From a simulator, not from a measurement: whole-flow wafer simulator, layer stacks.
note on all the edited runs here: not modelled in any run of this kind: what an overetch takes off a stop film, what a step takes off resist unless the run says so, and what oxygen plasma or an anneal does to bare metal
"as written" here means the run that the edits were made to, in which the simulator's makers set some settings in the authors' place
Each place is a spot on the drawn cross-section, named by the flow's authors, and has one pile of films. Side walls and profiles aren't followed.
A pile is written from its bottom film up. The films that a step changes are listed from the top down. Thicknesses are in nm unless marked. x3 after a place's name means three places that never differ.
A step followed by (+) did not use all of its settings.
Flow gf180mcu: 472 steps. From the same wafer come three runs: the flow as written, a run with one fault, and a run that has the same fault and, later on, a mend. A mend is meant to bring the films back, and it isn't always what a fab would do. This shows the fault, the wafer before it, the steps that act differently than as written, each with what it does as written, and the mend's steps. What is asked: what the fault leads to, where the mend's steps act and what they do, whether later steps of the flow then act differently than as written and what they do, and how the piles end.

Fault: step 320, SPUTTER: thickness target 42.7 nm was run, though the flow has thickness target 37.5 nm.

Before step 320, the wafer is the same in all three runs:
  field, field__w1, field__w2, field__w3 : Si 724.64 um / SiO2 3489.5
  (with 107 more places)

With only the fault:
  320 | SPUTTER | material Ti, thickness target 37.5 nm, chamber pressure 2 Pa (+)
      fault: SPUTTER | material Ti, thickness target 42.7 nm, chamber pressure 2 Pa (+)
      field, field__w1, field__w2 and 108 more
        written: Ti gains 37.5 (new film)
        fault: Ti gains 42.7 (new film)
  Later steps of the flow acting differently than as written (1 more step, not shown, differs only slightly: by at most 2% or 0.5 nm, whichever is larger):
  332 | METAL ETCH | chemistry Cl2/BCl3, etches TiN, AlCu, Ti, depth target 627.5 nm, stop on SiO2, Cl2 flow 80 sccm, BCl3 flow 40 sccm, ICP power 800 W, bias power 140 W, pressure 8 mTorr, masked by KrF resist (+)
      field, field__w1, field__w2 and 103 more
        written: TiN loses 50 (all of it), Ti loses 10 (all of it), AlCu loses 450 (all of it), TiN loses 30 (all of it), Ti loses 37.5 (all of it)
        fault: TiN loses 50 (all of it), Ti loses 10 (all of it), AlCu loses 450 (all of it), TiN loses 30 (all of it), Ti loses 42.7 (all of it)
  At field__w8, contact, m1, m1__w1, m1_nw, the piles at the end differ from the flow's by more than 2% or 0.5 nm, whichever is larger.
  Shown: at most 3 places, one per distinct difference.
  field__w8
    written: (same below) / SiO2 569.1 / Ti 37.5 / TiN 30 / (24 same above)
    fault: (same below) / SiO2 569.1 / Ti 42.7 / TiN 30 / (24 same above)
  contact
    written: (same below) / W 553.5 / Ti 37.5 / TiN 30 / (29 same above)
    fault: (same below) / W 553.5 / Ti 42.7 / TiN 30 / (29 same above)

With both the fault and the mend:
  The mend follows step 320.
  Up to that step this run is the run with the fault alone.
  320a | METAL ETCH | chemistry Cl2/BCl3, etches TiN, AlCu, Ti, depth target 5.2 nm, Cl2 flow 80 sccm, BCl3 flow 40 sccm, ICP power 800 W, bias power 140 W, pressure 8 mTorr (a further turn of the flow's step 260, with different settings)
      field, field__w1, field__w2 and 108 more
        Ti loses 5.2
  Later steps of the flow that are run all act as written at every place that is followed.
  The piles end the same as the flow's at every place that both follow.
